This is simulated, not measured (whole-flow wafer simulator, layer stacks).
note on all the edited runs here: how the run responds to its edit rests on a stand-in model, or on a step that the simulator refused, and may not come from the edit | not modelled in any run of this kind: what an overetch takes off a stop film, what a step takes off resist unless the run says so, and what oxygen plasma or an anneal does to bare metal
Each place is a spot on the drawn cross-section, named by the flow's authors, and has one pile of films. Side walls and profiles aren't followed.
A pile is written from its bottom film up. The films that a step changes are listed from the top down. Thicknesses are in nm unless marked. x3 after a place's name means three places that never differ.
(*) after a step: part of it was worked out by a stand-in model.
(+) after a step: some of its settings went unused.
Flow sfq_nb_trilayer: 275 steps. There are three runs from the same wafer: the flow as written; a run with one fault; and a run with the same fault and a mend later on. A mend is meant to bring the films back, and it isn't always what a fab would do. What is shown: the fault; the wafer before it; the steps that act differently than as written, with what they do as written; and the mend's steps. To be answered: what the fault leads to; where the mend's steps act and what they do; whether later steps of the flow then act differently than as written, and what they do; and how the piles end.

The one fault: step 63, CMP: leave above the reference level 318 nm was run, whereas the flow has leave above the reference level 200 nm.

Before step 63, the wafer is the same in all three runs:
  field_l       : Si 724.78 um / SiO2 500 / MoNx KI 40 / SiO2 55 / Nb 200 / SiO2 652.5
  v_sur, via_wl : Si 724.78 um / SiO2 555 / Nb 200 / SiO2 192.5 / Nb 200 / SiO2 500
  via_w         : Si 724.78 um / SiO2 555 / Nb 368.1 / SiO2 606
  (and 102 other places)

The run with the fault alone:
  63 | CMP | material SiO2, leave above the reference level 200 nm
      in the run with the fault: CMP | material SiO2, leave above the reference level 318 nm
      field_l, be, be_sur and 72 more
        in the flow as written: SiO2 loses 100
        in the run with the fault: nothing
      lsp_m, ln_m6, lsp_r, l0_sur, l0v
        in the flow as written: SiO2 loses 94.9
        in the run with the fault: nothing
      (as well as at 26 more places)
  Steps later in the flow that act otherwise than as written (7 more steps, not shown, differ only slightly: by at most 2% or 0.5 nm, whichever is larger):
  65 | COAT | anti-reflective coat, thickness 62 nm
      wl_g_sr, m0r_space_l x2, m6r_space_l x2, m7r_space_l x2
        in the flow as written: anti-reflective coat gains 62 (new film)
        in the run with the fault: anti-reflective coat gains 64.7 (new film)
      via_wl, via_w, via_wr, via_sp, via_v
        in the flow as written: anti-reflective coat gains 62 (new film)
        in the run with the fault: anti-reflective coat gains 60.6 (new film)
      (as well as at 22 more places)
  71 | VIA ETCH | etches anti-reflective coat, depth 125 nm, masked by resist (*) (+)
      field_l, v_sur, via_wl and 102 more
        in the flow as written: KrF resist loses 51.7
        in the run with the fault: KrF resist loses 50.5
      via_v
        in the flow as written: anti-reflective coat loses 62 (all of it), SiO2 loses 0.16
        in the run with the fault: anti-reflective coat loses 60.6 (all of it), SiO2 loses 0.15
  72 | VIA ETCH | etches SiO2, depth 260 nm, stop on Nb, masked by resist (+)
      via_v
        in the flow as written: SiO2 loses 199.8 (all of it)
        in the run with the fault: SiO2 loses 260
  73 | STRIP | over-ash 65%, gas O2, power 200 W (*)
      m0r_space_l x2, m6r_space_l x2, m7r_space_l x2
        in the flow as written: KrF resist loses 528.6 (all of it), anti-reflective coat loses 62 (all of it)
        in the run with the fault: KrF resist loses 531.5 (all of it), anti-reflective coat loses 64.7 (all of it)
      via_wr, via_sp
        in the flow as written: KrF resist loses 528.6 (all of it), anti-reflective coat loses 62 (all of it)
        in the run with the fault: KrF resist loses 524.3 (all of it), anti-reflective coat loses 60.6 (all of it)
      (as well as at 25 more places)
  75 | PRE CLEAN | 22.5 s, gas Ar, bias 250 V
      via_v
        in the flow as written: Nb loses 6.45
        in the run with the fault: SiO2 loses 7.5
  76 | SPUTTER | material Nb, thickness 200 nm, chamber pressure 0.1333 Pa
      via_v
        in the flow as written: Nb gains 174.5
        in the run with the fault: Nb gains 163.1 (new film)
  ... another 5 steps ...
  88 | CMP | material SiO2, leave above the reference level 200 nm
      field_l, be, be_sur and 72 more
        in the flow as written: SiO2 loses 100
        in the run with the fault: SiO2 loses 82
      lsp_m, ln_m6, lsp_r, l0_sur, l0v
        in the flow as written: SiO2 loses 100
        in the run with the fault: SiO2 loses 76.9
  At field_l, v_sur, via_wl and 103 more, the piles at the end differ from the flow's by more than 2% or 0.5 nm, whichever is larger.
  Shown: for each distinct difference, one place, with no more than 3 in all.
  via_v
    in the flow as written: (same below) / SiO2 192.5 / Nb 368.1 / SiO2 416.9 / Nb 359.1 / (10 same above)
    in the run with the fault: (same below) / SiO2 192.5 / Nb 200 / SiO2 50.3 / Nb 163.1 / SiO2 489.6 / Nb 359.1 / (10 same above)
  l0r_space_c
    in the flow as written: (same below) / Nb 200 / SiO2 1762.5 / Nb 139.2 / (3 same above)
    in the run with the fault: (same below) / Nb 200 / SiO2 1880.5 / Nb 139.2 / (3 same above)
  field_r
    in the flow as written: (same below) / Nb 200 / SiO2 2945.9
    in the run with the fault: (same below) / Nb 200 / SiO2 3063.9

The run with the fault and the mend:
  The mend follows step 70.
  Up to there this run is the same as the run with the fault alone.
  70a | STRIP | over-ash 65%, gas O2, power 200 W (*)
      wl_b_sl, wl_b_m5, wl_b_sr, wl_c_sl, wl_c_m6, wl_c_sr
        KrF resist loses 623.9 (all of it), anti-reflective coat loses 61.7 (all of it)
      m0r_line_l x2, m6r_line_l x2, m7r_line_l x2
        KrF resist loses 628.3 (all of it), anti-reflective coat loses 62.6 (all of it)
      m0r_space_l x2, m6r_space_l x2, m7r_space_l x2
        KrF resist loses 626.9 (all of it), anti-reflective coat loses 64.7 (all of it)
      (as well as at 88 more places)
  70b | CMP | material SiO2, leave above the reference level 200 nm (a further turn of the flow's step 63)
      field_l, be, be_sur and 72 more
        SiO2 loses 100
      v_sur, via_wl, via_w and 23 more
        SiO2 loses 118
      lsp_m, ln_m6, lsp_r, l0_sur, l0v
        SiO2 loses 94.9
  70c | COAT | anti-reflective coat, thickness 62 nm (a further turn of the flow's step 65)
      field_l, v_sur, via_wl and 103 more
        anti-reflective coat gains 62 (new film)
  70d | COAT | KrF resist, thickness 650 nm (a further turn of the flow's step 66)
      field_l, v_sur, via_wl and 103 more
        KrF resist gains 650 (new film)
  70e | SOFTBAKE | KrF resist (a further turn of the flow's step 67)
      alters no film at any place that is followed
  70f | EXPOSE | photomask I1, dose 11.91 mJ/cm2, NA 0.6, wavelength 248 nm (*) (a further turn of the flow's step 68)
      alters no film at any place that is followed
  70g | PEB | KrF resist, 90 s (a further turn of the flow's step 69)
      field_l, v_sur, via_wl and 103 more
        KrF resist loses 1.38
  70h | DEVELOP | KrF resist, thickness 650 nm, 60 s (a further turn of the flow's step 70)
      field_l, v_sur, via_wl and 102 more
        KrF resist loses 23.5
      via_v
        KrF resist loses 648.6 (all of it)
  None of the later steps of the flow acts differently than as written at any place that is followed.
  The piles end the same as the flow's at every place that both follow.
